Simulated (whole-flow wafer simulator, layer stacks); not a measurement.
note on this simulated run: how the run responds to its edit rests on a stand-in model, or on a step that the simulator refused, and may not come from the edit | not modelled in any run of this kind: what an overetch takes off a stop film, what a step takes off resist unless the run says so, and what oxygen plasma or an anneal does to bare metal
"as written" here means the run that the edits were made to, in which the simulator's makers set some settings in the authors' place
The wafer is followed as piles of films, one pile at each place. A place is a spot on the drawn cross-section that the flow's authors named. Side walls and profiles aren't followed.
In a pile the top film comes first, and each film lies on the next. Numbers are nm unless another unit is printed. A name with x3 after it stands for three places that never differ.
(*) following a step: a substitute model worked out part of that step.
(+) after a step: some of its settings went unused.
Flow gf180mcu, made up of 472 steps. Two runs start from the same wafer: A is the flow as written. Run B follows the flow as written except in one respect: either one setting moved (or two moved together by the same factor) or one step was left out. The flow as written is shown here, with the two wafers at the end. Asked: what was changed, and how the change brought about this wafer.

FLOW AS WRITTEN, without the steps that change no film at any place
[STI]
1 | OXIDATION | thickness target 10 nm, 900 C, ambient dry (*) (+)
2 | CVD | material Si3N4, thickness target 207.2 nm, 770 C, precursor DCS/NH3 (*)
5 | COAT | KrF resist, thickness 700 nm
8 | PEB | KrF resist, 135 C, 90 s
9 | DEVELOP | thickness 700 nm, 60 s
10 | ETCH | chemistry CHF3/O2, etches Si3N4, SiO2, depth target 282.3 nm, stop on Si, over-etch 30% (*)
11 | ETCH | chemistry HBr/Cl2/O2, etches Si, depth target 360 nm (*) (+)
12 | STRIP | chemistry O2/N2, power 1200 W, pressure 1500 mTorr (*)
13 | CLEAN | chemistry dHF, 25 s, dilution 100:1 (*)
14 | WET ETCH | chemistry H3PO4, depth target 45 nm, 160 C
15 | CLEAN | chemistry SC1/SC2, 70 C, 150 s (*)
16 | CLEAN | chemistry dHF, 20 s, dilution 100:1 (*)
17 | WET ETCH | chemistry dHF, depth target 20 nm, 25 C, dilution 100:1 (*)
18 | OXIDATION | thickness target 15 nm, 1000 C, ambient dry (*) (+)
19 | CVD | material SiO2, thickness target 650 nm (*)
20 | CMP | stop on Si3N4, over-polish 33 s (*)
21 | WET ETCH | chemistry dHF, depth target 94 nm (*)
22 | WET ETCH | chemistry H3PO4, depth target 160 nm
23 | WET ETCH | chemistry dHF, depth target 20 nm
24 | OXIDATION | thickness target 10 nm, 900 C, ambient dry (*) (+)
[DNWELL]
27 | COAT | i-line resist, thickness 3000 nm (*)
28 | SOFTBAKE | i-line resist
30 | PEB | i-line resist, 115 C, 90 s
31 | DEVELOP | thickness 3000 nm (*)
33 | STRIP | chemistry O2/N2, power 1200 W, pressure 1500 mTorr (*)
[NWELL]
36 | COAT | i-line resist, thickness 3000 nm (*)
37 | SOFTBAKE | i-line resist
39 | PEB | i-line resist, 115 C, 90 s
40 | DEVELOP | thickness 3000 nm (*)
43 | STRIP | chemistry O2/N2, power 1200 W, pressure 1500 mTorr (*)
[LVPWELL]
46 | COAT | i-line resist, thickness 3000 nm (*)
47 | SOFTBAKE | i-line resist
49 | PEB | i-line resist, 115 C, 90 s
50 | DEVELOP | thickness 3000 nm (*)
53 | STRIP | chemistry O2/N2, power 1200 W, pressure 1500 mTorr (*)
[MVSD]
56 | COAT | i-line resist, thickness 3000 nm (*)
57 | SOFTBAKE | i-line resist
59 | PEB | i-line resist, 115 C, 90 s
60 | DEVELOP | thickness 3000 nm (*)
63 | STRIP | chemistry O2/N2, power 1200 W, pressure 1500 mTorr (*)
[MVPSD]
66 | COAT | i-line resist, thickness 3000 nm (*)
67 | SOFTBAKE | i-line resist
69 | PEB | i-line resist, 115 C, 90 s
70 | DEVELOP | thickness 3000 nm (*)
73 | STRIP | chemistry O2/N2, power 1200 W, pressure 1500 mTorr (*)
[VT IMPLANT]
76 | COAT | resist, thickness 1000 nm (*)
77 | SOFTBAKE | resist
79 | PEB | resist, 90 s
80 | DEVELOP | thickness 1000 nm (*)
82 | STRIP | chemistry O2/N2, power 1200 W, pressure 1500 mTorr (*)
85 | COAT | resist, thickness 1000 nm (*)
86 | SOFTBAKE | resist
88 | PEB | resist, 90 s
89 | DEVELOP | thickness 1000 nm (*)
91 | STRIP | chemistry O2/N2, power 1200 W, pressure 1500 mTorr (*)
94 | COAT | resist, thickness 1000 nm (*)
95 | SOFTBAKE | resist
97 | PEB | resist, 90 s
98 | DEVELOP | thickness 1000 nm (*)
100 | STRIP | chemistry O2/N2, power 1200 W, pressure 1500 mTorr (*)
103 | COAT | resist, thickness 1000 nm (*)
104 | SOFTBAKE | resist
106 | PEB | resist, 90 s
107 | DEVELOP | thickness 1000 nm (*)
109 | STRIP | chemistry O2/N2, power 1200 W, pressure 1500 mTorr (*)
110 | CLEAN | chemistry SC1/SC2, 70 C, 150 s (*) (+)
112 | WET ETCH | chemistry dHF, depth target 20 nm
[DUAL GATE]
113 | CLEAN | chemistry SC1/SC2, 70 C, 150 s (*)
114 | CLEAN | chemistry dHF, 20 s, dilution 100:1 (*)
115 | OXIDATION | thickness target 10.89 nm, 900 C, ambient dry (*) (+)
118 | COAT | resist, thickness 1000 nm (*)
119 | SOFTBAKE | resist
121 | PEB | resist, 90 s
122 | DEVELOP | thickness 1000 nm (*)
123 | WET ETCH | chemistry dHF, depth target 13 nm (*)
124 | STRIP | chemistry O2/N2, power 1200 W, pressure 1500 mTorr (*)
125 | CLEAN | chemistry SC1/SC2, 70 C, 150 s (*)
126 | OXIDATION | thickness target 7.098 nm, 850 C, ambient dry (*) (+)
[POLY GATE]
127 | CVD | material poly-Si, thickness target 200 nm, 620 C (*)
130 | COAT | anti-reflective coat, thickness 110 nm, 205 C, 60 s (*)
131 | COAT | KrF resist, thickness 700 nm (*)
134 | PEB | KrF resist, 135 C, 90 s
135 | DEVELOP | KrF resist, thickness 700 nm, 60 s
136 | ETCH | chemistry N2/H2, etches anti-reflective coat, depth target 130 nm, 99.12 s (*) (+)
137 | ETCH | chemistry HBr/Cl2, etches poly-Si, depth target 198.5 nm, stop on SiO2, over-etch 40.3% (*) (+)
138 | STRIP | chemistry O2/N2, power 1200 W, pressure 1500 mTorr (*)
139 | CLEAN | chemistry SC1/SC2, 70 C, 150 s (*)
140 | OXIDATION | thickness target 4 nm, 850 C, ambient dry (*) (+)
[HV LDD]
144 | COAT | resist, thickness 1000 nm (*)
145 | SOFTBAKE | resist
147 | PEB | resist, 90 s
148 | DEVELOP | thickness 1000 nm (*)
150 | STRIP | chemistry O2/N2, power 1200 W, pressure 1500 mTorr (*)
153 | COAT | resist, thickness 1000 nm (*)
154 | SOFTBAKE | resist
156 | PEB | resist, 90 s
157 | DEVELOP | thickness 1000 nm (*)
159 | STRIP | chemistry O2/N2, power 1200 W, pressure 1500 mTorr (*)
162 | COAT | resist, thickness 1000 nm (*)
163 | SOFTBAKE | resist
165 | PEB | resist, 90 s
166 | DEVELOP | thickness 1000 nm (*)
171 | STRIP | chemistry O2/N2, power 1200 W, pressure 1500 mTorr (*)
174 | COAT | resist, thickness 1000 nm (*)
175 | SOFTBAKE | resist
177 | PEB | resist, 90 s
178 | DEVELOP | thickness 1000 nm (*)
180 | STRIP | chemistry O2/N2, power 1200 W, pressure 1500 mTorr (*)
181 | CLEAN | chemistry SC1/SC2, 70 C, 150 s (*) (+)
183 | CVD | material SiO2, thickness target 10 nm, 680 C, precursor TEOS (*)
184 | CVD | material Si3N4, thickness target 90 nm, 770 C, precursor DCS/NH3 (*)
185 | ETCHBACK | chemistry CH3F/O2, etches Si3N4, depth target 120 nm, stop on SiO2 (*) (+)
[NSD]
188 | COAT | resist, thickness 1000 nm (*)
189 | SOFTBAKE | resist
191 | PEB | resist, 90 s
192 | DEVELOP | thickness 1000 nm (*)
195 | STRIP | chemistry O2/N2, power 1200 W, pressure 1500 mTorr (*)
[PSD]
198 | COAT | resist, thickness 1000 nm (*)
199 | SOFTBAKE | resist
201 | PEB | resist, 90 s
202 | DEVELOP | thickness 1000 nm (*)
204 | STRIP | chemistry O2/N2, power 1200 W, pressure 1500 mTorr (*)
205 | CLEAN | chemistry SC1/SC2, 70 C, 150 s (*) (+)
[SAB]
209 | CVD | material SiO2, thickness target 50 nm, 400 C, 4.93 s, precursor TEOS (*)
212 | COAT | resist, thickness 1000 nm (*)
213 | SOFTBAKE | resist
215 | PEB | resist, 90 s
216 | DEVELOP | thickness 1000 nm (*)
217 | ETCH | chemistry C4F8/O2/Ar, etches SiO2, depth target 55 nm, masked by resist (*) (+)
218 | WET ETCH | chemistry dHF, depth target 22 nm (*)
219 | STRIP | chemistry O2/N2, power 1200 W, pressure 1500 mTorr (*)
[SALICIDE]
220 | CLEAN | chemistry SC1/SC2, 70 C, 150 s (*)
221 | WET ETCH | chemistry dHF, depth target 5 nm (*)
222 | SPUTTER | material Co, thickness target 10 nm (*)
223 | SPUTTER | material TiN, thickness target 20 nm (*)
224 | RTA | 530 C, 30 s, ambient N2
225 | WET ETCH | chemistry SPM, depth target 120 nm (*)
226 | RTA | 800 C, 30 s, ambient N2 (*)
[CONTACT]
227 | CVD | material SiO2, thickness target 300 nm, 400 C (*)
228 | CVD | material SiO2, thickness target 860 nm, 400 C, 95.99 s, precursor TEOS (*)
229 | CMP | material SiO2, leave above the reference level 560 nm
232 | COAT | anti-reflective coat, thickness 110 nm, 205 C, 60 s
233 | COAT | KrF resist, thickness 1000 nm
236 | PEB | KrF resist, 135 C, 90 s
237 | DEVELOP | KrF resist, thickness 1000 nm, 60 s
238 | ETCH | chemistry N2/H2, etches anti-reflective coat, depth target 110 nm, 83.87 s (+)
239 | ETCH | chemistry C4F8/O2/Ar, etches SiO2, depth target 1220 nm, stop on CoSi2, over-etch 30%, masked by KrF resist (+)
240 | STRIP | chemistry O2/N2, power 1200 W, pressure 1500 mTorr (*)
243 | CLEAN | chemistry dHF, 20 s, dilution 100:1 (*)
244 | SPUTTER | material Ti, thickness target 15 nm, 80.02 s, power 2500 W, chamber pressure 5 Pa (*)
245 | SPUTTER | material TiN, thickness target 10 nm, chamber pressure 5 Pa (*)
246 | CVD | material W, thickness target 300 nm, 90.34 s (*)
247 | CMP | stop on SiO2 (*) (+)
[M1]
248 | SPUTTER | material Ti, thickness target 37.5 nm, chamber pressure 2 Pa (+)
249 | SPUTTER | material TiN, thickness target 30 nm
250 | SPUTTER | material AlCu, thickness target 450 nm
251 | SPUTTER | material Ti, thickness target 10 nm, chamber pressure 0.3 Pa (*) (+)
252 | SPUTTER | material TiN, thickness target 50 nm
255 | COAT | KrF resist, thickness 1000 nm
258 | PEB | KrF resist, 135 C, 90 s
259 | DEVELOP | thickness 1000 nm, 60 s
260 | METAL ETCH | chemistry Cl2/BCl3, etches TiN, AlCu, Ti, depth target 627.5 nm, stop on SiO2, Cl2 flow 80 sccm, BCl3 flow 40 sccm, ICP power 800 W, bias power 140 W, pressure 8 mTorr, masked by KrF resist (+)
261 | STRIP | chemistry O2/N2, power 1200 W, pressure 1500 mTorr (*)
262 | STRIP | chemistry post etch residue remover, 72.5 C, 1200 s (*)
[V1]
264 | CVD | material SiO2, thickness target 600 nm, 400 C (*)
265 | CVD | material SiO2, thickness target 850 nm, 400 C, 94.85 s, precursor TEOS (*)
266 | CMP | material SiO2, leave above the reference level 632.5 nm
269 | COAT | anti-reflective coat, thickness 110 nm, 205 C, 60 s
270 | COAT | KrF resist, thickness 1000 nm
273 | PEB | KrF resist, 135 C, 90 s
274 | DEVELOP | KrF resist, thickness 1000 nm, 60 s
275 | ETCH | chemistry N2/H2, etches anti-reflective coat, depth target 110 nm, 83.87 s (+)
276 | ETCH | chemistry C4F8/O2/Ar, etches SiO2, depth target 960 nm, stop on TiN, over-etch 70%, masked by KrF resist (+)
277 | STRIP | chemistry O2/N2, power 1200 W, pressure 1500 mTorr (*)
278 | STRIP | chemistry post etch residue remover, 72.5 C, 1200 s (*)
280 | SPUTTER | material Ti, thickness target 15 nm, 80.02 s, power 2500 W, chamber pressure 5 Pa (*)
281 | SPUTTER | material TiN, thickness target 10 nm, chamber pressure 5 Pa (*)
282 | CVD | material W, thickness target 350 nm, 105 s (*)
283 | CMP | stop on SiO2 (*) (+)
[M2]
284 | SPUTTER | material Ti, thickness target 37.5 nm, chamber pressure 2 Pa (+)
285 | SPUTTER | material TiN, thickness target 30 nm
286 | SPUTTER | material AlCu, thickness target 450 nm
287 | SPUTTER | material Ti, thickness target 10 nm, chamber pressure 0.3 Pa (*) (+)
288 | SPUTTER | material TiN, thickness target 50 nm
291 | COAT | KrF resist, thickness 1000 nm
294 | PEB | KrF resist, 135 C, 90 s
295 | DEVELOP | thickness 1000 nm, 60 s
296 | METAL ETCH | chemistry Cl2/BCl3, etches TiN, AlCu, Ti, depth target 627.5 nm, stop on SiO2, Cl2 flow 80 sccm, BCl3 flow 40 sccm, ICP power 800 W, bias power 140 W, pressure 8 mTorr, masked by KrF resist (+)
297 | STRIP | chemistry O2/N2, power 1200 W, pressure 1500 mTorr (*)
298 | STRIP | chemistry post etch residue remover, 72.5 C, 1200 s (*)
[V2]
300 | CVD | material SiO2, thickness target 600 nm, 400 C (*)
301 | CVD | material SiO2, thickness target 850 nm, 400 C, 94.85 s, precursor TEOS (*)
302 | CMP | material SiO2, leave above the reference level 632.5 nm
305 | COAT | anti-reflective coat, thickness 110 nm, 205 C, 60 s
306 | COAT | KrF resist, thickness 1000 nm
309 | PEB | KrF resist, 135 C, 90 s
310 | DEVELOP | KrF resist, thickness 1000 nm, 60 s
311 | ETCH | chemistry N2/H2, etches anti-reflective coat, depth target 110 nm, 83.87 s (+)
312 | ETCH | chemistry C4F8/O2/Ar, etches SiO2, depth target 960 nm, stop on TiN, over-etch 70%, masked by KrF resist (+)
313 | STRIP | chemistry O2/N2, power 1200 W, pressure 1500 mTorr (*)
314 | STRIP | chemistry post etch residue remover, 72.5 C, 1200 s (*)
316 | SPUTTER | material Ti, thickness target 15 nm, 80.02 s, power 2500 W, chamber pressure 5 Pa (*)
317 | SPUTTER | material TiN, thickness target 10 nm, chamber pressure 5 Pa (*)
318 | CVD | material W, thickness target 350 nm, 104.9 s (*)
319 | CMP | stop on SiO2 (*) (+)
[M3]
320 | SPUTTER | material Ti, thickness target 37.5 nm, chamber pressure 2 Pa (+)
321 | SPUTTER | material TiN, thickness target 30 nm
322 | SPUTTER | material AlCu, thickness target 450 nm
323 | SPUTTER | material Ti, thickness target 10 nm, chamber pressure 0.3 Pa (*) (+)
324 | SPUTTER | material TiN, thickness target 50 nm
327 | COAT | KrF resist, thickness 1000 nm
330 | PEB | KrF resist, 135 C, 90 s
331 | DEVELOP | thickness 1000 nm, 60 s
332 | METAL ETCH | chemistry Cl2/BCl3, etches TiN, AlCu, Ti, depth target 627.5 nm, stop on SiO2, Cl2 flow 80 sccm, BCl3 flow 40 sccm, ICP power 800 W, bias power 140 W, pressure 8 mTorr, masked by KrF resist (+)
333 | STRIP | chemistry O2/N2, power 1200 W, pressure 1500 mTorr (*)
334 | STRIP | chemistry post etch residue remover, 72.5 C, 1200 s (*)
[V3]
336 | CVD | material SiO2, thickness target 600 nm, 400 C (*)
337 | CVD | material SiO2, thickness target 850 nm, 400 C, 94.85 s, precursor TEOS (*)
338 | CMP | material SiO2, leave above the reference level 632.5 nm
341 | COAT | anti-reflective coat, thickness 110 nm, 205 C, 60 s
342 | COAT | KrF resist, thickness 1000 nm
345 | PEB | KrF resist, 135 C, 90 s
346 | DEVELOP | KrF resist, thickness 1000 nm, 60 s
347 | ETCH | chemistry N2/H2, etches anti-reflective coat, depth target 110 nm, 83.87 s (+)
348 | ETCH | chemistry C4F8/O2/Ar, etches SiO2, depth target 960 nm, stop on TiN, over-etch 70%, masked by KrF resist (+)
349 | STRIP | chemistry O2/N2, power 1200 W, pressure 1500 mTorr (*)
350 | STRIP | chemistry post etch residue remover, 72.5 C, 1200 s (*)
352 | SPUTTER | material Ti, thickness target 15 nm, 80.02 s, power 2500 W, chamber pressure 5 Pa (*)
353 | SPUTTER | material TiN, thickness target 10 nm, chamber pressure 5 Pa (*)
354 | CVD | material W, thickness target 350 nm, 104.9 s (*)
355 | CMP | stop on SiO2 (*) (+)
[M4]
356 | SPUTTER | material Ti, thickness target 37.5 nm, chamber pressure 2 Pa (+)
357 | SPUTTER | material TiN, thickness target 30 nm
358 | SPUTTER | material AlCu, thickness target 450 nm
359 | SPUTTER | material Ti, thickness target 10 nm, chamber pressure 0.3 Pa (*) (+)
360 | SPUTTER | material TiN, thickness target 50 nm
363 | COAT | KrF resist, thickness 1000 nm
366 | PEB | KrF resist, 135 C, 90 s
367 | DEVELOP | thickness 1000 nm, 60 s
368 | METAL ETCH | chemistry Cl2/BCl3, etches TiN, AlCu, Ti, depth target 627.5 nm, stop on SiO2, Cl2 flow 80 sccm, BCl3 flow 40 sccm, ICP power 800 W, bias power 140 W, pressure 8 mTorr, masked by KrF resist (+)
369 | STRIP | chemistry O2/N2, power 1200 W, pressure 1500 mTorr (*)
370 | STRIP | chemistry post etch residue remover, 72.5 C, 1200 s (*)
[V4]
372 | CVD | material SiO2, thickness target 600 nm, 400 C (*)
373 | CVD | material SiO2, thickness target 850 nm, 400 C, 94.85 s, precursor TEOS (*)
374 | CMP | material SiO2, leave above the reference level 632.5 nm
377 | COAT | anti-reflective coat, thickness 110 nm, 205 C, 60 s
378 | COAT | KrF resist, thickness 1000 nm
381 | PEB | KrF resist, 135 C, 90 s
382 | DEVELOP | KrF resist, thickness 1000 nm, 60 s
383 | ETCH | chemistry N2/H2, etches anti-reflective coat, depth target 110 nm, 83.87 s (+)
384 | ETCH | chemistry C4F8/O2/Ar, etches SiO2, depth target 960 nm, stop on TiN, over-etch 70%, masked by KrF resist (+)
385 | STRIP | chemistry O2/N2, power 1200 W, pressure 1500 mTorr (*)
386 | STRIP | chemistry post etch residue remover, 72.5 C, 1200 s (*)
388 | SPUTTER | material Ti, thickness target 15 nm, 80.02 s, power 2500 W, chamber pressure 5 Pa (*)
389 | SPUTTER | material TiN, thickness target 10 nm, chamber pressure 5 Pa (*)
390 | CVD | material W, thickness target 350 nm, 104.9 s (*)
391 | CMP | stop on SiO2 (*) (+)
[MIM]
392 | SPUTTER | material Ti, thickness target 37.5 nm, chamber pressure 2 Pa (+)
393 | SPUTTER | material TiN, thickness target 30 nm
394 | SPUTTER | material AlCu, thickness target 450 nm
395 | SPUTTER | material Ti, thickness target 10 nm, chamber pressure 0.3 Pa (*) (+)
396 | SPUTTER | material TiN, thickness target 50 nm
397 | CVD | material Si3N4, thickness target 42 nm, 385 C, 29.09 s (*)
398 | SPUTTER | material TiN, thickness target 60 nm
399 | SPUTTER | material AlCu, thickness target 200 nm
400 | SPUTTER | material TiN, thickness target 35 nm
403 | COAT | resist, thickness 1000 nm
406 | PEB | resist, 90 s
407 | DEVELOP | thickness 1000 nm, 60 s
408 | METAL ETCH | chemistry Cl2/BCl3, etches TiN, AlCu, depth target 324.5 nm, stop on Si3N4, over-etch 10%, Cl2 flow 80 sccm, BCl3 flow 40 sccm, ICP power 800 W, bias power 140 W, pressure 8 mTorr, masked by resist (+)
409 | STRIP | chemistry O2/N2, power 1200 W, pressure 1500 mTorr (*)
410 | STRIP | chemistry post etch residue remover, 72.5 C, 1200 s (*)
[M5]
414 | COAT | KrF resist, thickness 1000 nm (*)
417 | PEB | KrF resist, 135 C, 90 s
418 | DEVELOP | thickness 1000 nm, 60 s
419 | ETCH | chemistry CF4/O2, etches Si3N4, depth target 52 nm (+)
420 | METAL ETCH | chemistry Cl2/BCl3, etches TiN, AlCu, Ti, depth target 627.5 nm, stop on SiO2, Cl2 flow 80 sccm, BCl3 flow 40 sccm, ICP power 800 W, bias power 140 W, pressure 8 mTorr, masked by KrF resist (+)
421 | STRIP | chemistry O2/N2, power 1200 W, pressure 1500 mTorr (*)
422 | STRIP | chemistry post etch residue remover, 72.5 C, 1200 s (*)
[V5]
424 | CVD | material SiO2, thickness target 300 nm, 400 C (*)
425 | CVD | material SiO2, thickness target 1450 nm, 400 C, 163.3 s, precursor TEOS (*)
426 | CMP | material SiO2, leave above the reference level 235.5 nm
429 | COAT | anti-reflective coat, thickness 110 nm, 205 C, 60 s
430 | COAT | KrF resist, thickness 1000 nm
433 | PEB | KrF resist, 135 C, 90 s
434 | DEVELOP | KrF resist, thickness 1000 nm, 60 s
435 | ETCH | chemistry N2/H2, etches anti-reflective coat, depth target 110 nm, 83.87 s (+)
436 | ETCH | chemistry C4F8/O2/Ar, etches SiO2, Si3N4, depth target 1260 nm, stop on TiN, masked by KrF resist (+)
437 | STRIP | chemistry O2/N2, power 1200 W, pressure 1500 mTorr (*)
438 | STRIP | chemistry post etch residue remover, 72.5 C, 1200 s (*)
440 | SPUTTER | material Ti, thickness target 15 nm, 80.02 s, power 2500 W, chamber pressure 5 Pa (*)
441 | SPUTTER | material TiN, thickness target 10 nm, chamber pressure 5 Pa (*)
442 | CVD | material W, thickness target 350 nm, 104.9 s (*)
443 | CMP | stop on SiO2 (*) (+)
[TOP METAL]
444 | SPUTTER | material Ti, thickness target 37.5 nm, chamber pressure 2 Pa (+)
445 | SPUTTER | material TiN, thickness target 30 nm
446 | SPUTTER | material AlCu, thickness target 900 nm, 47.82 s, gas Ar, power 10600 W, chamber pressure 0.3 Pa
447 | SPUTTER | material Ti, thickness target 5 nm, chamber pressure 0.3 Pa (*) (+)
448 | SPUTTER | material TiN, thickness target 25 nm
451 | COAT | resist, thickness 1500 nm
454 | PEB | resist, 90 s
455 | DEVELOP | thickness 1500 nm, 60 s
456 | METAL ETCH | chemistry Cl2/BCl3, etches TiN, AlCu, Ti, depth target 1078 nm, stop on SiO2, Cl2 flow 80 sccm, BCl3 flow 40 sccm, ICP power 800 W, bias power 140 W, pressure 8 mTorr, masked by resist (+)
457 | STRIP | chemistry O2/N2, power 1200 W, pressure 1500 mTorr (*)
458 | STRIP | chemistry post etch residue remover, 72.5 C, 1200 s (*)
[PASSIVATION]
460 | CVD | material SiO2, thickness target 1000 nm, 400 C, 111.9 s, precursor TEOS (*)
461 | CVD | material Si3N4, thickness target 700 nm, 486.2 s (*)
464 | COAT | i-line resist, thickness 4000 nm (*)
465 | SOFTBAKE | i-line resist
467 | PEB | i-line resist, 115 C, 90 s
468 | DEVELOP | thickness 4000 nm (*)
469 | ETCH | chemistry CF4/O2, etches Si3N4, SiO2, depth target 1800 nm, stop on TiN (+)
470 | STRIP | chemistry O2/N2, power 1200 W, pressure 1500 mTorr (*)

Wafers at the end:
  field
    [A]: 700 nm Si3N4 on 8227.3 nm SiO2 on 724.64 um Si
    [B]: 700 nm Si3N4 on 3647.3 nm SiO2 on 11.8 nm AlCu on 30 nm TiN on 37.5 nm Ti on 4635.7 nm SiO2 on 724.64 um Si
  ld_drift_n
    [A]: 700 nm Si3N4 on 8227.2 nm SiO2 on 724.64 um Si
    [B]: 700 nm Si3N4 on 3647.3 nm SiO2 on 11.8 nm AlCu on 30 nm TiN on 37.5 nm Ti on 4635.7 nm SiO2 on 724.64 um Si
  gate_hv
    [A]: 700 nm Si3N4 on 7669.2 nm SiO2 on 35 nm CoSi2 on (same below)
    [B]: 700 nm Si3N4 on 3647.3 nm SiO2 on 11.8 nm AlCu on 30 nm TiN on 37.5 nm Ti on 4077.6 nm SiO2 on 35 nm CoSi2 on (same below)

The reason: step 358, SPUTTER: thickness target 585 nm was run, though the flow has thickness target 450 nm.

How this came from the change, step by step:
  358 | SPUTTER | material AlCu, thickness target 450 nm
      field, field__w1, field__w2 and 108 more: A AlCu gains 450 (new film) | B AlCu gains 585 (new film)
  368 | METAL ETCH | chemistry Cl2/BCl3, etches TiN, AlCu, Ti, depth target 627.5 nm, stop on SiO2, Cl2 flow 80 sccm, BCl3 flow 40 sccm, ICP power 800 W, bias power 140 W, pressure 8 mTorr, masked by KrF resist (+)
      field, field__w1, field__w2 and 103 more: A TiN loses 50 (all of it), Ti loses 10 (all of it), AlCu loses 450 (all of it), TiN loses 30 (all of it), Ti loses 37.5 (all of it) | B TiN loses 50 (all of it), Ti loses 10 (all of it), AlCu loses 567.5
  370 | STRIP | chemistry post etch residue remover, 72.5 C, 1200 s (*)
      field, field__w1, field__w2 and 103 more: A nothing | B AlCu loses 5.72
  372 | CVD | material SiO2, thickness target 600 nm, 400 C (*)
      field, field__w1, field__w2 and 103 more: A SiO2 gains 600 | B SiO2 gains 600 (new film)
  374 | CMP | material SiO2, leave above the reference level 632.5 nm
      field, field__w1, field__w2 and 103 more: A SiO2 loses 300 | B SiO2 loses 244.3
Taking metal films that touch as one body, field has 1 body; the flow as written gives 0 bodies.
Taking metal films that touch as one body, ld_drift_n has 1 body; the flow as written gives 0 bodies.
Taking metal films that touch as one body, gate_hv has 2 bodies (between them, from the top down: SiO2 4077.6); the flow as written gives 1 body.
